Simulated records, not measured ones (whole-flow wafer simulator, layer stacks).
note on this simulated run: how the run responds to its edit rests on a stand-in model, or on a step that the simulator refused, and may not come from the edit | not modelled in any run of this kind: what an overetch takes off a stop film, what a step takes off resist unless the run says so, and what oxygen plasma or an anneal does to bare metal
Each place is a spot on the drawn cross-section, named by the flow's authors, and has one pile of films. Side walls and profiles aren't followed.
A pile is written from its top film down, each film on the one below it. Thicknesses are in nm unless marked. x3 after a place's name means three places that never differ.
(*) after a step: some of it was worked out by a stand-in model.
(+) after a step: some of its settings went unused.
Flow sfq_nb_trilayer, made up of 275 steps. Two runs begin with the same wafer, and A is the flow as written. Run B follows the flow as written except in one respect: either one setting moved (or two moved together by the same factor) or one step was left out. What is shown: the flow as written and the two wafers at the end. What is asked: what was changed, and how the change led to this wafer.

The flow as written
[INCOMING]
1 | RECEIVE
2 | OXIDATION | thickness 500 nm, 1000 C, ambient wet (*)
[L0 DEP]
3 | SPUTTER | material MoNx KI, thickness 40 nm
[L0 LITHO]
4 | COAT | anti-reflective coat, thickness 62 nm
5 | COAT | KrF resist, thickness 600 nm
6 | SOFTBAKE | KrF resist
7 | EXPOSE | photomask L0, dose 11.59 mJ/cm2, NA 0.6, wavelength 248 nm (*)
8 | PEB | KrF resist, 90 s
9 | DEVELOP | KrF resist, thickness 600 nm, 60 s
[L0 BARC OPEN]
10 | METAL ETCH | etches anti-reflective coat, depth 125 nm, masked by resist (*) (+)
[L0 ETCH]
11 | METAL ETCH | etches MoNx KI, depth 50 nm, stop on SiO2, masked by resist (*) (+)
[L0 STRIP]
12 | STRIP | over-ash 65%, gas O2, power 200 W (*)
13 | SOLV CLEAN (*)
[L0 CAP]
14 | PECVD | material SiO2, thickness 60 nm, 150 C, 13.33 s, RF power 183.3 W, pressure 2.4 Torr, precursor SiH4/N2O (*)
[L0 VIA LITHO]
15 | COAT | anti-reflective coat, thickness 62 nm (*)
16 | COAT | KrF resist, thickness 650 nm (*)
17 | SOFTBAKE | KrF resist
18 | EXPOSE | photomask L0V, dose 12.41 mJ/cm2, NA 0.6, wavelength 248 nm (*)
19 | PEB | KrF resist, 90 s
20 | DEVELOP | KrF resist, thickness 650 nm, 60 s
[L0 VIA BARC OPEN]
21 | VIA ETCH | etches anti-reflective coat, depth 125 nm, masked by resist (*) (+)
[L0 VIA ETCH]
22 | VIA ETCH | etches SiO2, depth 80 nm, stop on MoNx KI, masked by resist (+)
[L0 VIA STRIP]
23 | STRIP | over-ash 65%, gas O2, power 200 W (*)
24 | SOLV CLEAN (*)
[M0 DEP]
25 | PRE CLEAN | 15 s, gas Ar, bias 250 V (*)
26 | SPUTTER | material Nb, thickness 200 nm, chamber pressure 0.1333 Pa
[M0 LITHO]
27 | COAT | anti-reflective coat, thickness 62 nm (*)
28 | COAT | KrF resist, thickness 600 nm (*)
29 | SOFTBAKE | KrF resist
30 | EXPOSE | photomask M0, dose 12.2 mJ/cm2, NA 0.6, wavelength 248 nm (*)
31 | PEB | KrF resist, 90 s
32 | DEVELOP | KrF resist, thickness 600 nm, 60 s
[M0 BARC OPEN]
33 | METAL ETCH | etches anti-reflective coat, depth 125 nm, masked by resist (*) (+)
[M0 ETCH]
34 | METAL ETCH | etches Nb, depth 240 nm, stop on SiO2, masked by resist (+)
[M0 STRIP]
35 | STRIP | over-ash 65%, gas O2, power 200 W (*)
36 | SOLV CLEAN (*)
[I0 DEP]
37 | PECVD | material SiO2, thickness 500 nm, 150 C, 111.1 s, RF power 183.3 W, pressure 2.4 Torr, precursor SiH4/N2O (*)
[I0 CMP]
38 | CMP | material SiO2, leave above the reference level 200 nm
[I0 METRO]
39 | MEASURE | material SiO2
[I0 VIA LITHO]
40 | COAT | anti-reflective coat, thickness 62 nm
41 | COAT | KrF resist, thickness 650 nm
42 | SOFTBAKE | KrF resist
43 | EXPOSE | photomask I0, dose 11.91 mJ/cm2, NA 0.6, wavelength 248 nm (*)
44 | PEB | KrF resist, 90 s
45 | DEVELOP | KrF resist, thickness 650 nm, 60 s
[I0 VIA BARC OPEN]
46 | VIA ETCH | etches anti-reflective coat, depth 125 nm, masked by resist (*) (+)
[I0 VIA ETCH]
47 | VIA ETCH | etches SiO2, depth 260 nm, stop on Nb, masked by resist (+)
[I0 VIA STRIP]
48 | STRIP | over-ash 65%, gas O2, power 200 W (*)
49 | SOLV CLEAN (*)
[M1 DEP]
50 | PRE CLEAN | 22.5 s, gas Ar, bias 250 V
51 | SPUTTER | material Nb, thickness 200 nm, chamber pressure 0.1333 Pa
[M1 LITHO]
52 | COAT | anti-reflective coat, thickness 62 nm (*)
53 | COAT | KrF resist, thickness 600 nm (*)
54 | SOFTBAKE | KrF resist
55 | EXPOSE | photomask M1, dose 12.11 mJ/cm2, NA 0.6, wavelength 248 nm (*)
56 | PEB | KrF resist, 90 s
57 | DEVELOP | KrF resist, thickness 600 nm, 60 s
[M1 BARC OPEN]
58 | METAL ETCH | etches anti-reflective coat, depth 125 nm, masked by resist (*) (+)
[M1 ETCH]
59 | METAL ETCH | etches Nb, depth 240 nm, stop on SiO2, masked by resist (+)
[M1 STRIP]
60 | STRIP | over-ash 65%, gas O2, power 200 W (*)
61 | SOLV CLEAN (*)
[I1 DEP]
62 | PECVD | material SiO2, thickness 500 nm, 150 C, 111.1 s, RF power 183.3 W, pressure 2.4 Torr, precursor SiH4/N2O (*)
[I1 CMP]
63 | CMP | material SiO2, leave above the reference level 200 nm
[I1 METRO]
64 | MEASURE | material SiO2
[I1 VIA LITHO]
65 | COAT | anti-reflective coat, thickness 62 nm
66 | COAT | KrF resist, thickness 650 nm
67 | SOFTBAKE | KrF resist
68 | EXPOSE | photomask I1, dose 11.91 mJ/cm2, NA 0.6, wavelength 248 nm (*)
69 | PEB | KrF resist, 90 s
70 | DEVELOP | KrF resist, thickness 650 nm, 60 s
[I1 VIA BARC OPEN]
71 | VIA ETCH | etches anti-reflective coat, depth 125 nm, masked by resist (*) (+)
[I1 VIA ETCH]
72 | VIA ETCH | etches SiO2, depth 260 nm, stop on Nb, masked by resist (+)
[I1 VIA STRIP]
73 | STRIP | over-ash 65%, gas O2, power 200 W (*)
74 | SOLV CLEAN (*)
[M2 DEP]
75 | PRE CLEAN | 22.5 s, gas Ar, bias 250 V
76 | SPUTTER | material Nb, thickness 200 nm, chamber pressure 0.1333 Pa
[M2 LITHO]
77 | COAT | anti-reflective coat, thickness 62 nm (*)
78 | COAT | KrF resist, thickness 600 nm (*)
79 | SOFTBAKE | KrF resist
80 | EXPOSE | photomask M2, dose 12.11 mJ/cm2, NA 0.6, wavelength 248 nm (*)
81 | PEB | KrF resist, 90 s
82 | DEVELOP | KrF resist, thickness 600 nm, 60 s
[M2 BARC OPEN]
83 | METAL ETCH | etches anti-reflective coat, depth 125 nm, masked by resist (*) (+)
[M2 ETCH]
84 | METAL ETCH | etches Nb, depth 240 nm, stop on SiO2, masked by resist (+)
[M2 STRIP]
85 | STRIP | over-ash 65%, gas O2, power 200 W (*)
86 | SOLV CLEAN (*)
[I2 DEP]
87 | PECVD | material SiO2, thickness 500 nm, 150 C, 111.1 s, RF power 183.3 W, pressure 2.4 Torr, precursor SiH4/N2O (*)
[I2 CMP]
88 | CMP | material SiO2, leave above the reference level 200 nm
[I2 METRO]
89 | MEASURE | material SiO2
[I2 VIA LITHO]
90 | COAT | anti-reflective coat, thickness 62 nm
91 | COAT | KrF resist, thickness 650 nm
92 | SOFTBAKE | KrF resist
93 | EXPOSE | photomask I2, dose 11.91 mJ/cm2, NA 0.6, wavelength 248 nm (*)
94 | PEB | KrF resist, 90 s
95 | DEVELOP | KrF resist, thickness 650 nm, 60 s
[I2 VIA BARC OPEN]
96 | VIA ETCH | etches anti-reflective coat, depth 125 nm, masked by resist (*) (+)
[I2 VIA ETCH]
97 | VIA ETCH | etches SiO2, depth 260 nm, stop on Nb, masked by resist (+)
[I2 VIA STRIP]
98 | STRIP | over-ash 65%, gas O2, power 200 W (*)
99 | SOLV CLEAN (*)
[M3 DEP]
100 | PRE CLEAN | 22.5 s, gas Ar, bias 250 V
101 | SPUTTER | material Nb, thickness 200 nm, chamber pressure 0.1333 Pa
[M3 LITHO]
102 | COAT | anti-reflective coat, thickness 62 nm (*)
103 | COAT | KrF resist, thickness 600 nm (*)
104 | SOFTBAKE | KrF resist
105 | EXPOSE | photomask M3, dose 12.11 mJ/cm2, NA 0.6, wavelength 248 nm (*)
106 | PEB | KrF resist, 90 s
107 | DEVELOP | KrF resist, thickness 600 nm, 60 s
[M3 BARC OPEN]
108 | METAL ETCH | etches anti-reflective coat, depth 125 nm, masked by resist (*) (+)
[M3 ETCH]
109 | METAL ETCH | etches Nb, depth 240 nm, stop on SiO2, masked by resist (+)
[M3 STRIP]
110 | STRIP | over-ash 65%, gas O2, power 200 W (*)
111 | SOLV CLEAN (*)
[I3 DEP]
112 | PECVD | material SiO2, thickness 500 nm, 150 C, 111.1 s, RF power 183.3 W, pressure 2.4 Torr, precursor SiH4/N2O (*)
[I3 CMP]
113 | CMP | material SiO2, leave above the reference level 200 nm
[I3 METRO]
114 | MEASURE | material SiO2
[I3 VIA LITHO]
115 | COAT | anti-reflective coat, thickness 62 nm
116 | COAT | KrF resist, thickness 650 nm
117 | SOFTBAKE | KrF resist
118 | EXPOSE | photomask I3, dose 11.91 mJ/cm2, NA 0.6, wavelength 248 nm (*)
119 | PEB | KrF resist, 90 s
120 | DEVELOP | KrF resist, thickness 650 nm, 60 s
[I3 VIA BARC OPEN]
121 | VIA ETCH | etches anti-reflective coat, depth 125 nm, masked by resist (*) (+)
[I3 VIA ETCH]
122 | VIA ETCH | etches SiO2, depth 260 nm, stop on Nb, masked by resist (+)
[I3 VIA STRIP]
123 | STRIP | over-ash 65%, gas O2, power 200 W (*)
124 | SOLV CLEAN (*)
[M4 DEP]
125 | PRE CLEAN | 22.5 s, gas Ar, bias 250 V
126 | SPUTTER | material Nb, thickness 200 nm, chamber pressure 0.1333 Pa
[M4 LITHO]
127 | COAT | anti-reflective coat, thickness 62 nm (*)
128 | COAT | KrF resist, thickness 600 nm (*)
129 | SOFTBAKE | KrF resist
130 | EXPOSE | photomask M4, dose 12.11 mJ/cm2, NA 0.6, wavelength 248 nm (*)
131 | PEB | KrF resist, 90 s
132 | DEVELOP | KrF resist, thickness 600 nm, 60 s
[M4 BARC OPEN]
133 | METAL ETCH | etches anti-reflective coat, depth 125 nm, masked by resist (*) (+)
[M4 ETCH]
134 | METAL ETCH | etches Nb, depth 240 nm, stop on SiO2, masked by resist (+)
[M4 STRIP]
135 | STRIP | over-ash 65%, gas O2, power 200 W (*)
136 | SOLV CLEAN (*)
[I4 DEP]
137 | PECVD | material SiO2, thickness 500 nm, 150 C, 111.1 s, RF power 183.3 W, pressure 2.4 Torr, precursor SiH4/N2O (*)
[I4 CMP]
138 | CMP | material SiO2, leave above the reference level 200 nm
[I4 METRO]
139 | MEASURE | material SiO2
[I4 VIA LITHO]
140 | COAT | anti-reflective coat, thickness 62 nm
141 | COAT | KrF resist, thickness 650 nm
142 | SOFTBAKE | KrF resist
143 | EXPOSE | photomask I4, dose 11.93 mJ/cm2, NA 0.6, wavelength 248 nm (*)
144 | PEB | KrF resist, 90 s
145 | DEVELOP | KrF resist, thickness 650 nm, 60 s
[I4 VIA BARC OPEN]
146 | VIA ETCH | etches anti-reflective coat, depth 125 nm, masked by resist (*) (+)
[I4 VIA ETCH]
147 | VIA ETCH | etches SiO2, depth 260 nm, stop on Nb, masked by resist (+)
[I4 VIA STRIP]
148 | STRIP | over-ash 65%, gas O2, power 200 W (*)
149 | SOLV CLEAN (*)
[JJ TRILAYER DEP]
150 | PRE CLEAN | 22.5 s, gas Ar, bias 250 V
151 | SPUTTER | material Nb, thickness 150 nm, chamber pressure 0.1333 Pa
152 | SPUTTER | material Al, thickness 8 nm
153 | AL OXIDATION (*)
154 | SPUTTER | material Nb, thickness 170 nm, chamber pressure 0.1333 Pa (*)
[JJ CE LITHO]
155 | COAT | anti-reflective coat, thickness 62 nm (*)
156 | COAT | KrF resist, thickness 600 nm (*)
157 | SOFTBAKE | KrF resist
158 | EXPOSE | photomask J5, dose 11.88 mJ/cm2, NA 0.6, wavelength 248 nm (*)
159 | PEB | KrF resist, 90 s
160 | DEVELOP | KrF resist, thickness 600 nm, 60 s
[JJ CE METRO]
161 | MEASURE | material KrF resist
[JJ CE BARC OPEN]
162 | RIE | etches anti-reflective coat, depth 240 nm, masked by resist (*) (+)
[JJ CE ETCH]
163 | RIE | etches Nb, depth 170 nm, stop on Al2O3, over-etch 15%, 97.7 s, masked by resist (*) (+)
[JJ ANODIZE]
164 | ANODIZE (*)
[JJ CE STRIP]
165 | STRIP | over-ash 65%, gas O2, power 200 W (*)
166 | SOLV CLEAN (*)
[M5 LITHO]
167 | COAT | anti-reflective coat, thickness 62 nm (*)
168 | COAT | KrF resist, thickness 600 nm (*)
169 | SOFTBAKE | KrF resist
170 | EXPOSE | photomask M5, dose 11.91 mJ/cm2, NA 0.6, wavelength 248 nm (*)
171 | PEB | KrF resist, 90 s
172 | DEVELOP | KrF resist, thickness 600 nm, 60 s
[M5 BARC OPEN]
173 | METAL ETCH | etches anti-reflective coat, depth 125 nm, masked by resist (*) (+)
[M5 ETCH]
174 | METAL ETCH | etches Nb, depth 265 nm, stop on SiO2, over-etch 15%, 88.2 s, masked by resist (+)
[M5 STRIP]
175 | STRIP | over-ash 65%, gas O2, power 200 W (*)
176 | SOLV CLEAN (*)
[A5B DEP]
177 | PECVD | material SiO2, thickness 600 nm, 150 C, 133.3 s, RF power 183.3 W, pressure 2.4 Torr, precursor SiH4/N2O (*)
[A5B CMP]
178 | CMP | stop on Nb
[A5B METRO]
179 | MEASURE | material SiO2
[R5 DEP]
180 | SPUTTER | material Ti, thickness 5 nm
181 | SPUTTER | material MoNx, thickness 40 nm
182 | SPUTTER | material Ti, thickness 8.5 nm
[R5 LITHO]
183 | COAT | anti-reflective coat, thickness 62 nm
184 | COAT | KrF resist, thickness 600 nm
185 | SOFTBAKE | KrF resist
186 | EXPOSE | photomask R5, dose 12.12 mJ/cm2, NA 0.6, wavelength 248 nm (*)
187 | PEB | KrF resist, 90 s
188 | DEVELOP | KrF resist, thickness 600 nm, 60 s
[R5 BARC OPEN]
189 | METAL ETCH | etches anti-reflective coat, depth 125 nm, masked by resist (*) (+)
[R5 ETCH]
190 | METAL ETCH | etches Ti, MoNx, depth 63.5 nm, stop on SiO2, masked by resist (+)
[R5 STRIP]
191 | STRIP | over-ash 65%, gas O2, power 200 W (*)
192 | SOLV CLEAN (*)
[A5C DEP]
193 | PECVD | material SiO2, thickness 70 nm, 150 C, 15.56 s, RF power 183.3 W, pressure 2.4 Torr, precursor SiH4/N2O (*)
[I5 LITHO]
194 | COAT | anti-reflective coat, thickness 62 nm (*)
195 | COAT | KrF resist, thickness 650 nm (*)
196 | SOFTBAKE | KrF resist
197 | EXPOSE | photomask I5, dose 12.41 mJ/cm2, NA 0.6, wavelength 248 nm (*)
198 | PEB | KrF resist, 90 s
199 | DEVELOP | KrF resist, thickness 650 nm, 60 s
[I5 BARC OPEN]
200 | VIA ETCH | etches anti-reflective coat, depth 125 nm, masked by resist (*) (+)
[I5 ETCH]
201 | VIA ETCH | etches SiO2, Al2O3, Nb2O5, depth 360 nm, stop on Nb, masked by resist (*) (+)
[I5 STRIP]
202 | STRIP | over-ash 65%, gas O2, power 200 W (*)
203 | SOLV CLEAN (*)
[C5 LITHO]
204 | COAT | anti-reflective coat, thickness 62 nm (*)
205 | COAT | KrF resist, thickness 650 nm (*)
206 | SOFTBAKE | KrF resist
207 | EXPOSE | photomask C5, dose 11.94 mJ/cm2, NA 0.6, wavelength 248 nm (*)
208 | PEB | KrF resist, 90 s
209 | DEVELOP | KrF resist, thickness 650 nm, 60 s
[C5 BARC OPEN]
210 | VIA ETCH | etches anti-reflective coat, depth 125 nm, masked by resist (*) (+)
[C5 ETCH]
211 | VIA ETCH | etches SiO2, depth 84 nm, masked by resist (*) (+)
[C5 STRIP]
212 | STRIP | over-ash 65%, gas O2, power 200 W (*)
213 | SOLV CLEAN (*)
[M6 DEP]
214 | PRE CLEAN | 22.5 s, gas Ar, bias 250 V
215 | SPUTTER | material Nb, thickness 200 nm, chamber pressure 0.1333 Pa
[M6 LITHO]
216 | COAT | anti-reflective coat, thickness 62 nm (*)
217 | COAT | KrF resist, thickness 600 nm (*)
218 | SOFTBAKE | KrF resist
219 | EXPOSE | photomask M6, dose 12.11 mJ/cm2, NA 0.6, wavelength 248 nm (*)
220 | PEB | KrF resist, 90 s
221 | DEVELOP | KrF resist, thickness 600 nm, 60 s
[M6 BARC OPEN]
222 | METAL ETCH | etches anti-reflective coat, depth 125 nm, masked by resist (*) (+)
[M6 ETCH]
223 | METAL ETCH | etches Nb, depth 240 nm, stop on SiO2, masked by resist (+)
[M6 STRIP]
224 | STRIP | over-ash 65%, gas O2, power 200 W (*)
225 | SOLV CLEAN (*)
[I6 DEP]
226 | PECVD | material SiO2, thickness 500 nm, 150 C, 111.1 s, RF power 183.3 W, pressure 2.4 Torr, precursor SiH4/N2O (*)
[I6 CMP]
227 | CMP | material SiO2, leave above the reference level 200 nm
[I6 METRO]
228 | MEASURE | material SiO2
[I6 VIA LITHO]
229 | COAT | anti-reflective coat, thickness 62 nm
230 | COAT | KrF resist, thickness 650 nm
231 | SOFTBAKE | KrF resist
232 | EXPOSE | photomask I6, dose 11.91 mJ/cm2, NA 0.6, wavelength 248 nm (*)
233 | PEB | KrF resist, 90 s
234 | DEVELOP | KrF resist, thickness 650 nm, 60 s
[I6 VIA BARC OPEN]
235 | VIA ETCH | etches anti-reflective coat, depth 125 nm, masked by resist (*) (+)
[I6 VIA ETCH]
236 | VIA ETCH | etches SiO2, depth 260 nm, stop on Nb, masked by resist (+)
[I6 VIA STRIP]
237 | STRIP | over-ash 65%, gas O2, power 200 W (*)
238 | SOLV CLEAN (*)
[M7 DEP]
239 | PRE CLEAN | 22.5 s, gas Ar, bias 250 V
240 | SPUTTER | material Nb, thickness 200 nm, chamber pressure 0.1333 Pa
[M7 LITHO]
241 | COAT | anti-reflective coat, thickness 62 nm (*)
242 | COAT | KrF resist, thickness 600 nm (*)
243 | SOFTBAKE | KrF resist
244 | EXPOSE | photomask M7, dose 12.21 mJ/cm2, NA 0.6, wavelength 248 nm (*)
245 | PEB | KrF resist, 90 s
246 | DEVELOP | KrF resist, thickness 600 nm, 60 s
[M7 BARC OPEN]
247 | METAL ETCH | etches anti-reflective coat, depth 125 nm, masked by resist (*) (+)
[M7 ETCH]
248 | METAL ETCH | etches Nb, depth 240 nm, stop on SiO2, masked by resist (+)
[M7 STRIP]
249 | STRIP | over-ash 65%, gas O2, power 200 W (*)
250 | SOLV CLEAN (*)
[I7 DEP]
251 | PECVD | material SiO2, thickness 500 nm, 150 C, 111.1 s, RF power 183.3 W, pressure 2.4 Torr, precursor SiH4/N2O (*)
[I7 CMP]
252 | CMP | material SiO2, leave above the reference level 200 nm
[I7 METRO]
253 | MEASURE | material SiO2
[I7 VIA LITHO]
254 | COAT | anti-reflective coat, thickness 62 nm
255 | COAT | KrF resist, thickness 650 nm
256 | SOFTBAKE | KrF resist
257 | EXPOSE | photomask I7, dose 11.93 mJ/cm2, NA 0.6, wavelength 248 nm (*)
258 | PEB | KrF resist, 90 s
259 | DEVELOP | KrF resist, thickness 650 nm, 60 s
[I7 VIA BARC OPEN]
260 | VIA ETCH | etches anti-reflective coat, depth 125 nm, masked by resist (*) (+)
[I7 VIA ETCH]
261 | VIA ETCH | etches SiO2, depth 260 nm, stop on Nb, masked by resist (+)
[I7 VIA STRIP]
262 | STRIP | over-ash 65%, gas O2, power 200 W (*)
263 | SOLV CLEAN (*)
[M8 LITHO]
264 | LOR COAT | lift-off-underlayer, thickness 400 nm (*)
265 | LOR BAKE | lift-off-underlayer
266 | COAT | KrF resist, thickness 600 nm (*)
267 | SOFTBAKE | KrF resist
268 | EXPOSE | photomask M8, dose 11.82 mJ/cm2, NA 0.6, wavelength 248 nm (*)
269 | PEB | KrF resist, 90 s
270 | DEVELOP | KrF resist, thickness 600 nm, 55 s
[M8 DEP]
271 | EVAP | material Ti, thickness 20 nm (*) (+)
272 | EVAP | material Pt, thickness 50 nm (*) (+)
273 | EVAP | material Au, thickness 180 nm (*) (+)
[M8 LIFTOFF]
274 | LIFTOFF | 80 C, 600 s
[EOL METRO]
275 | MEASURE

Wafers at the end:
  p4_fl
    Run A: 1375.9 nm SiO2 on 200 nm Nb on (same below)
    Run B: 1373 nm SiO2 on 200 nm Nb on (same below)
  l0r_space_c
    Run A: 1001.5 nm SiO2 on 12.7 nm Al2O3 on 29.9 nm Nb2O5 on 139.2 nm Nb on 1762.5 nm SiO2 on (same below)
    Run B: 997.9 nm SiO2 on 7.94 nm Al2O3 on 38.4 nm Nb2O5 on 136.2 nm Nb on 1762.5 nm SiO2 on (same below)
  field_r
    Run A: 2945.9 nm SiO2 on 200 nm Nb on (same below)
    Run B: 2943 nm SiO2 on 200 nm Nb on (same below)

Cause: step 152, SPUTTER: thickness 5.12 nm was run, whereas the flow has thickness 8 nm.

The path from the change to this, step by step:
  152 | SPUTTER | material Al, thickness 8 nm
      field_l, v_sur, via_sp and 100 more: A Al gains 8 (new film) | B Al gains 5.12 (new film)
      via_wl, via_wr: A Al gains 5.14 (new film) | B Al gains 3.29 (new film)
      (also at 1 further place)
  164 | ANODIZE (*)
      field_l, v_sur, via_sp and 96 more: A Al2O3 gains 12.2, Nb2O5 gains 29.9 (new film), Al loses 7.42 (all of it), Nb loses 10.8 | B Al2O3 gains 7.49, Nb2O5 gains 38.4 (new film), Al loses 4.54 (all of it), Nb loses 13.8
      via_wl, via_wr: A Al2O3 gains 7.52 (new film), Nb2O5 gains 39.2 (new film), Al loses 4.56 (all of it), Nb loses 14.1 | B Al2O3 gains 4.47 (new film), Nb2O5 gains 44.6 (new film), Al loses 2.71 (all of it), Nb loses 16.1
      (also at 1 further place)
  174 | METAL ETCH | etches Nb, depth 265 nm, stop on SiO2, over-etch 15%, 88.2 s, masked by resist (+)
      r_sur, res, r_end and 48 more: A Al2O3 loses 12.6 (all of it), Nb2O5 loses 29.9 (all of it), Nb loses 139.2 (all of it), SiO2 loses 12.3 | B Al2O3 loses 7.88 (all of it), Nb2O5 loses 38.4 (all of it), Nb loses 136.2 (all of it), SiO2 loses 12.2
      field_l, wl_a_sl: A Al2O3 loses 12.6 (all of it), Nb2O5 loses 29.9 (all of it), Nb loses 139.2 (all of it), SiO2 loses 12.3 | B Al2O3 loses 7.87 (all of it), Nb2O5 loses 38.4 (all of it), Nb loses 136.2 (all of it), SiO2 loses 12.2
  201 | VIA ETCH | etches SiO2, Al2O3, Nb2O5, depth 360 nm, stop on Nb, masked by resist (*) (+)
      be: A SiO2 loses 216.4 (all of it), Al2O3 loses 12.7 (all of it), Nb2O5 loses 29.9 (all of it) | B SiO2 loses 212.8 (all of it), Al2O3 loses 7.94 (all of it), Nb2O5 loses 38.4 (all of it)
